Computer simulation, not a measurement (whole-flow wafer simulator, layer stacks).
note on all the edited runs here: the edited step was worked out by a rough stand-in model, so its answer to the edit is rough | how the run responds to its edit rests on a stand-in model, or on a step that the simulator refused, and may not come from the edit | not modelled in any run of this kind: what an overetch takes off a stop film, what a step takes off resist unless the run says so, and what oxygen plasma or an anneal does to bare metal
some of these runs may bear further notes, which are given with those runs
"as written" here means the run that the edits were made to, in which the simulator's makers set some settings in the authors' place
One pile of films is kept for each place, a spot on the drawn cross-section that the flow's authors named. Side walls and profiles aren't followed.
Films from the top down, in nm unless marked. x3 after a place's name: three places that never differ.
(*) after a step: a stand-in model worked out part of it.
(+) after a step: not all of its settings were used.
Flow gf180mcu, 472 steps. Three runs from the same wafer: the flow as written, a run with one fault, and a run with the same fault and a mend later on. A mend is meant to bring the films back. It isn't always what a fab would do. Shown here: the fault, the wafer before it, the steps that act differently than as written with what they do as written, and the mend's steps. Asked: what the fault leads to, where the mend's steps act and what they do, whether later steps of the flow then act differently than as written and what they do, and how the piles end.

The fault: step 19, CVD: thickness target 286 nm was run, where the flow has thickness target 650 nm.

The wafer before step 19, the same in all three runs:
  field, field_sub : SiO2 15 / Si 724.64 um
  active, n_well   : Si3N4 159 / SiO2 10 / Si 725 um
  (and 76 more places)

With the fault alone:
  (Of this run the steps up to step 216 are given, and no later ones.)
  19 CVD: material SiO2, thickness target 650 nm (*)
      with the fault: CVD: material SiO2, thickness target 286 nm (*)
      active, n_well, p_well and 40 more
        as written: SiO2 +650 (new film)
        with the fault: SiO2 +286 (new film)
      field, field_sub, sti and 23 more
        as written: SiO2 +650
        with the fault: SiO2 +286
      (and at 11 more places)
  Later steps of the flow that act differently than as written (3 more steps differ only slightly, by at most 2% or 0.5 nm, whichever is larger, and aren't shown):
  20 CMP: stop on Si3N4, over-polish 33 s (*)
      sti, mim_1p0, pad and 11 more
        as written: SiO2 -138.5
        with the fault: nothing
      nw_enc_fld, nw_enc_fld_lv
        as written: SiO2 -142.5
        with the fault: nothing
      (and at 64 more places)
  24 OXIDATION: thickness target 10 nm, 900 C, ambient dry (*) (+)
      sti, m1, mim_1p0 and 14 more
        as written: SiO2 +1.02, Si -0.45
        with the fault: SiO2 +1.82, Si -0.8
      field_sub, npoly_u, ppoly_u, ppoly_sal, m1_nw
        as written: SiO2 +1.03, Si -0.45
        with the fault: SiO2 +1.82, Si -0.8
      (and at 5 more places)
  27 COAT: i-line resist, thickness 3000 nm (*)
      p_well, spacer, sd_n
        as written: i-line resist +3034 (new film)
        with the fault: i-line resist +2821.2 (new film)
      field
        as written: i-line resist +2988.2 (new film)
        with the fault: i-line resist +3096.2 (new film)
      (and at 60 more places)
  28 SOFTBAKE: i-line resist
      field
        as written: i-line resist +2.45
        with the fault: i-line resist -13.3
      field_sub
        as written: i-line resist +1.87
        with the fault: i-line resist -8.53
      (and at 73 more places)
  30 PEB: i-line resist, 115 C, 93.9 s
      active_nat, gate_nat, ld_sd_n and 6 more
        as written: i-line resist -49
        with the fault: i-line resist -47
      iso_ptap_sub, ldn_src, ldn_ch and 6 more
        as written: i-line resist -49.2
        with the fault: i-line resist -46.5
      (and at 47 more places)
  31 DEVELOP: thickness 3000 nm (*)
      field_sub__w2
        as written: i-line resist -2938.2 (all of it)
        with the fault: i-line resist -3025.2 (all of it)
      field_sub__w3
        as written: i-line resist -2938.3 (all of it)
        with the fault: i-line resist -3031.4 (all of it)
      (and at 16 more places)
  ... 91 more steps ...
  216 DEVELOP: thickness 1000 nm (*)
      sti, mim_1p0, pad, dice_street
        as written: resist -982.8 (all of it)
        with the fault: resist -1007 (all of it)
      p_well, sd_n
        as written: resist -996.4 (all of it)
        with the fault: resist -800.9 (all of it)
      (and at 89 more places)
  After step 216 the piles differ from the flow's by more than 2% or 0.5 nm, whichever is larger, at field, field__w1, field__w2 and 54 more.
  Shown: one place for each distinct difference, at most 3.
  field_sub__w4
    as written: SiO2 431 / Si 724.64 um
    with the fault: SiO2 58.5 / poly-Si 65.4 / SiO2 159.4 / Si 724.63 um
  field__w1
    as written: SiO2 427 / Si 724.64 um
    with the fault: SiO2 55.6 / poly-Si 49 / SiO2 159.4 / Si 724.63 um
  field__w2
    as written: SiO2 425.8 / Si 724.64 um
    with the fault: SiO2 55.5 / poly-Si 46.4 / SiO2 159.4 / Si 724.63 um

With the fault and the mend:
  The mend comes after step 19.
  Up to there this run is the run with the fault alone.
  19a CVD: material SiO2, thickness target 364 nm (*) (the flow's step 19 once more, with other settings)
      field, field_sub, active and 76 more
        SiO2 +364
      m1
        SiO2 +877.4
  No later step of the flow acts differently than as written, at any place that is followed, by more than 2% or 0.5 nm, whichever is larger.
  At the end the piles differ from the flow's only slightly at the places that both follow, by at most 2% or 0.5 nm, whichever is larger.
